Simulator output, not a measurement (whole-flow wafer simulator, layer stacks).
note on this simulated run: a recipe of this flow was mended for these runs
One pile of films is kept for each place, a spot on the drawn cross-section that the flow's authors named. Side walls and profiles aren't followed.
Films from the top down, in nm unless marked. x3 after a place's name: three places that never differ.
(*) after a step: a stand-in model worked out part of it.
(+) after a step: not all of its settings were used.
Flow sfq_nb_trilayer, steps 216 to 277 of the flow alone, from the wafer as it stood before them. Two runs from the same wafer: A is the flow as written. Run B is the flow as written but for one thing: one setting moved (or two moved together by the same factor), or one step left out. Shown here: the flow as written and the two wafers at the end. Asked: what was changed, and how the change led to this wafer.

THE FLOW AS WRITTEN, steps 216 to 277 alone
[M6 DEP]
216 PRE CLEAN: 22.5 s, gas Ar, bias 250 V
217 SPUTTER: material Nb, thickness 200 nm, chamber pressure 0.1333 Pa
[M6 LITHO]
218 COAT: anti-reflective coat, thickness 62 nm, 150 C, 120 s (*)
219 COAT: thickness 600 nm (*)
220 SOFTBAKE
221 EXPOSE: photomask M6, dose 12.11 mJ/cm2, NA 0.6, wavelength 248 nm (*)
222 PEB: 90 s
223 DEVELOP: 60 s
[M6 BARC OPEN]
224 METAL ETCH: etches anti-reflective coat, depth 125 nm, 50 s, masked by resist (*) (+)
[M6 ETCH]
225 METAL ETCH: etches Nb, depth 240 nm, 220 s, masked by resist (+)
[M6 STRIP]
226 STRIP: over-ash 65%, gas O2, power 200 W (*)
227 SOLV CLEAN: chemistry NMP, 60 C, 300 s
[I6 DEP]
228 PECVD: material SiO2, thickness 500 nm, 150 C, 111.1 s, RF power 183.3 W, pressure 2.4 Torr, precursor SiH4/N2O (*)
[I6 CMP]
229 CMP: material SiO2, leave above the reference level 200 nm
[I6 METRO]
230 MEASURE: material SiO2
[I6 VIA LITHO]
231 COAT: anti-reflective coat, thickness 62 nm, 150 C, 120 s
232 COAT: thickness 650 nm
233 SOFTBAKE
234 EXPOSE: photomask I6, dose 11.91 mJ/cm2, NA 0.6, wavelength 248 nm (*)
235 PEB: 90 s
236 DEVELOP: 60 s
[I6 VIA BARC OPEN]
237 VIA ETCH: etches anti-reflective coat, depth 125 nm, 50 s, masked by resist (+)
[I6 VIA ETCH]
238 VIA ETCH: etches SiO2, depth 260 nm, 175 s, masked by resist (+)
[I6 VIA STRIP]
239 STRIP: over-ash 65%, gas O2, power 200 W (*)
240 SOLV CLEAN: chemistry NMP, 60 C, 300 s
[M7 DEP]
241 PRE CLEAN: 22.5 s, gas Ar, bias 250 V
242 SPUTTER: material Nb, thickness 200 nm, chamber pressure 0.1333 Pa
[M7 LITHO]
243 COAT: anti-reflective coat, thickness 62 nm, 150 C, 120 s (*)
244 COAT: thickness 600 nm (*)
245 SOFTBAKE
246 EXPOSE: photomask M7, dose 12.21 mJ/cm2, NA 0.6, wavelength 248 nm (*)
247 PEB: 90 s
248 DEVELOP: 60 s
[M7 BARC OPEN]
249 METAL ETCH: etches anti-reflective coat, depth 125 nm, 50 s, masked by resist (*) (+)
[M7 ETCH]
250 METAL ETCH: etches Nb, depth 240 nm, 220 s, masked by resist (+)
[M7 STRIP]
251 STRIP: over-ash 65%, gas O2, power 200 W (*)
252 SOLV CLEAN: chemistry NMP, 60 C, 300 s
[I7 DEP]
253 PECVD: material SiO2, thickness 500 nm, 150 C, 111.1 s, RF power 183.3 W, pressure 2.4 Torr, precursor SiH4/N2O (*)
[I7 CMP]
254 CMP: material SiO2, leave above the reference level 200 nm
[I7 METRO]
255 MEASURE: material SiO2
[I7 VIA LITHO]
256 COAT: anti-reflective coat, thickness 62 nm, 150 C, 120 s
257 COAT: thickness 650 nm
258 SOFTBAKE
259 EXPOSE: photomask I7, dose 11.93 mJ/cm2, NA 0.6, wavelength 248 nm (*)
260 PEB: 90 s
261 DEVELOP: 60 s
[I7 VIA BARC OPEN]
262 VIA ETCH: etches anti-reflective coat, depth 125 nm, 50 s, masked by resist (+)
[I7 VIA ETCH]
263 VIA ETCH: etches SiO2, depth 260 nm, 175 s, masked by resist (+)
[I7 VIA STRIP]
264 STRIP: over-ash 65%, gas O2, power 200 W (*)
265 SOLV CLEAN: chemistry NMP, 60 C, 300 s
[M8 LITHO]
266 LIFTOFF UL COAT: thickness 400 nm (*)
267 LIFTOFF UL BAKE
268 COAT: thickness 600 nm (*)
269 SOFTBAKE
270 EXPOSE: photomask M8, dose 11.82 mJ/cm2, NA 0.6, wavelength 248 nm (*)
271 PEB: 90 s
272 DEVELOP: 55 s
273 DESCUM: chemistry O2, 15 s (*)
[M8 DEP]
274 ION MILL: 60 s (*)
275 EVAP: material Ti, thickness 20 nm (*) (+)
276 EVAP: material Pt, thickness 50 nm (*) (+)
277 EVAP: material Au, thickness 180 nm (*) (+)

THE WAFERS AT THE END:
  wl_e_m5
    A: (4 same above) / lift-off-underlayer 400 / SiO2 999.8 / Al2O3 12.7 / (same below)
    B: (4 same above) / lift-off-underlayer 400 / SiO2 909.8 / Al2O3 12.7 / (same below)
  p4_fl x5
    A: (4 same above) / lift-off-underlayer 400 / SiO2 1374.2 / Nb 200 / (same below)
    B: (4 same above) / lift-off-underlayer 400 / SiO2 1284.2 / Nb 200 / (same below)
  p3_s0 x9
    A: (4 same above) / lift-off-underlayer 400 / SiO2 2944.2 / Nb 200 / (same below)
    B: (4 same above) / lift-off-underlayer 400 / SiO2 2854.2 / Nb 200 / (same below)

The cause: step 217, SPUTTER: thickness 110 nm was run, where the flow has thickness 200 nm.

How the change led to this, step by step:
  217 SPUTTER: material Nb, thickness 200 nm, chamber pressure 0.1333 Pa
      field_l, v_sur, via_wl and 100 more: A Nb +200 (new film) | B Nb +110 (new film)
      be: A Nb +145.8 | B Nb +80.7
      (and at 2 more places)
  218 COAT: anti-reflective coat, thickness 62 nm, 150 C, 120 s (*)
      r5r_line_l, r5r_line_c, r5r_line_r: A anti-reflective coat +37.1 (new film) | B anti-reflective coat +36.3 (new film)
      wire: A anti-reflective coat +33.4 (new film) | B anti-reflective coat +32.3 (new film)
      (and at 5 more places)
  224 METAL ETCH: etches anti-reflective coat, depth 125 nm, 50 s, masked by resist (*) (+)
      r5r_line_l, r5r_line_c, r5r_line_r: A anti-reflective coat -37.1 (all of it) | B anti-reflective coat -36.3 (all of it)
  225 METAL ETCH: etches Nb, depth 240 nm, 220 s, masked by resist (+)
      field_l, gap, moat and 76 more: A Nb -200 (all of it), SiO2 -4 | B Nb -110 (all of it), SiO2 -13
  226 STRIP: over-ash 65%, gas O2, power 200 W (*)
      wire: A KrF-resist-other-grade -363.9 (all of it), anti-reflective coat -33.4 (all of it) | B KrF-resist-other-grade -367.6 (all of it), anti-reflective coat -32.3 (all of it)
      be: A KrF-resist-other-grade -559.4 (all of it), anti-reflective coat -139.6 (all of it) | B KrF-resist-other-grade -546.5 (all of it), anti-reflective coat -132.4 (all of it)
      (and at 4 more places)
  228 PECVD: material SiO2, thickness 500 nm, 150 C, 111.1 s, RF power 183.3 W, pressure 2.4 Torr, precursor SiH4/N2O (*)
      gap, wl_a_sl, m6r_space_l x2: A SiO2 +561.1 | B SiO2 +500
      be: A SiO2 +702 (new film) | B SiO2 +666.8 (new film)
  229 CMP: material SiO2, leave above the reference level 200 nm
      field_l, p4_fl x5, p4_w1 x9 and 47 more: A SiO2 -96 | B SiO2 -177
      moat, field_r, lsp_l, ln_m5, lsp_m: A SiO2 -89.5 | B SiO2 -177
      (and at 13 more places)
